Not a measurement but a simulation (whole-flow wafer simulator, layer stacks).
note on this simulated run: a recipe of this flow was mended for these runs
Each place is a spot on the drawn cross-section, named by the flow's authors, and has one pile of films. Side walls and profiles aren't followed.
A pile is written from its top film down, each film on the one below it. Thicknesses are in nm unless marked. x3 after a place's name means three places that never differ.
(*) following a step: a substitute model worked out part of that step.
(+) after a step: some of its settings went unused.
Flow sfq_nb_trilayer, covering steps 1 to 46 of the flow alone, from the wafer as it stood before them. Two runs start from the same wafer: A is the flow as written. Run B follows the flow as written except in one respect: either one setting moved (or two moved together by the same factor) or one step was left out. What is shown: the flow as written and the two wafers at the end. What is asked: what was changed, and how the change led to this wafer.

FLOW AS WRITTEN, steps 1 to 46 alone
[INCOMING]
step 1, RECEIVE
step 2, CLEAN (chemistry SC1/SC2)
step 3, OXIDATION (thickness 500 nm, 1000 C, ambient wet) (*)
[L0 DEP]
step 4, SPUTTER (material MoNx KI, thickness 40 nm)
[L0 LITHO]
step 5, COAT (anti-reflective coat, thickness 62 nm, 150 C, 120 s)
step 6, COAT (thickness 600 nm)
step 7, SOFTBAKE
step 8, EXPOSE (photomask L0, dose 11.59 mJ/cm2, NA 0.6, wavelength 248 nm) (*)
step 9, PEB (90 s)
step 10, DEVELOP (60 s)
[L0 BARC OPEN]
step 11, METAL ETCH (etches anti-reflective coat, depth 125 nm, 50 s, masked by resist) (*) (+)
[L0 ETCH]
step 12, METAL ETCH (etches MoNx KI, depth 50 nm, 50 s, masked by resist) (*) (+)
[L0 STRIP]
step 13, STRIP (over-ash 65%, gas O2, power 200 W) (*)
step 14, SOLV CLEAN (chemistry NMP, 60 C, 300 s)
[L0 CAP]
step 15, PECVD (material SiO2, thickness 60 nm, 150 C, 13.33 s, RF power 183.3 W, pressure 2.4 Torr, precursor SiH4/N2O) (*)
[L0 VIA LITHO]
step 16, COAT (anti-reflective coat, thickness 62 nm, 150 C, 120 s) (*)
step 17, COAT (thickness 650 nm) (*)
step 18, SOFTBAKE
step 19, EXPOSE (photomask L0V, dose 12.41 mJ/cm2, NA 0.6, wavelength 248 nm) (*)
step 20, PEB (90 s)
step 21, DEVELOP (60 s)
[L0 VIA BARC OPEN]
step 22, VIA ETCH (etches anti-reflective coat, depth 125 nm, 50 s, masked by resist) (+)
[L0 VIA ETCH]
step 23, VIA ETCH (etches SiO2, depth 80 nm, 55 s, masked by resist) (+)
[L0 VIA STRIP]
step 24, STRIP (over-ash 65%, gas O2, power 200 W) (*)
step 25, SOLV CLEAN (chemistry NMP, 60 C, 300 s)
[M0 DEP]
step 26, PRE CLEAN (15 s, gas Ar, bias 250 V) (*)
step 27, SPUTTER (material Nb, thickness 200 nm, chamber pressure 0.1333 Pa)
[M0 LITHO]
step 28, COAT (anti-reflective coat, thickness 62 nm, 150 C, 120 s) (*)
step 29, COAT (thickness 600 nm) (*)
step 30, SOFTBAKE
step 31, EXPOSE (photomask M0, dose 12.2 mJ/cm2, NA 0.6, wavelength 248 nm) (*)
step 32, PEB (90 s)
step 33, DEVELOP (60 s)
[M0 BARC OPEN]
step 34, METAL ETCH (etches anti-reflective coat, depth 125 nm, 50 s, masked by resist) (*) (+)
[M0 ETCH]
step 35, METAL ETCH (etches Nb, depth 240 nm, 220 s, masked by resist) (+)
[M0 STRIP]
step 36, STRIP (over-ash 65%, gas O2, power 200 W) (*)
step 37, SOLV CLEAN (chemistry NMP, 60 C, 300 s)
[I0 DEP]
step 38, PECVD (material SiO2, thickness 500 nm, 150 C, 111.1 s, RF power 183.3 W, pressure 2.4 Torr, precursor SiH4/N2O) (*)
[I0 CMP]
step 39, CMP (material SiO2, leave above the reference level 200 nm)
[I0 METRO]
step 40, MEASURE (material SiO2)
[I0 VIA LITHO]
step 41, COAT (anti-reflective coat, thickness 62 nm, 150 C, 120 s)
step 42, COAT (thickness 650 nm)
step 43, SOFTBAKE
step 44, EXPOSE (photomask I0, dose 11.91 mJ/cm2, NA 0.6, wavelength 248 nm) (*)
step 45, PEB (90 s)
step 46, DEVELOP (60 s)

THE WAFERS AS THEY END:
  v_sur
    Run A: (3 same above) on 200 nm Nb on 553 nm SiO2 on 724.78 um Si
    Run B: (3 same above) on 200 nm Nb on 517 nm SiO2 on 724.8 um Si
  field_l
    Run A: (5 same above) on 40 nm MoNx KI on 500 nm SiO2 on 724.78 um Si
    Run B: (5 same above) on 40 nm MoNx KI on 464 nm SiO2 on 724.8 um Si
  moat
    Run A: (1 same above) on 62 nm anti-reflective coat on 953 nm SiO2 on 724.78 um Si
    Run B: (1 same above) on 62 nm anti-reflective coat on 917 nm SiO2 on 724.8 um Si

What caused this: step 3, OXIDATION: thickness 464 nm was run, while the flow as written has thickness 500 nm.
One can read it off the wafer: field_l has SiO2 464, and step 3 as written asks for 500 nm.

The path from the change to this, step by step:
  step 3, OXIDATION (thickness 500 nm, 1000 C, ambient wet) (*)
      field_l, v_sur, via_wl and 103 more: A +500 SiO2 (new film), -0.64 chemical SiO2 (all of it), -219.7 Si | B +464 SiO2 (new film), -0.64 chemical SiO2 (all of it), -203.9 Si
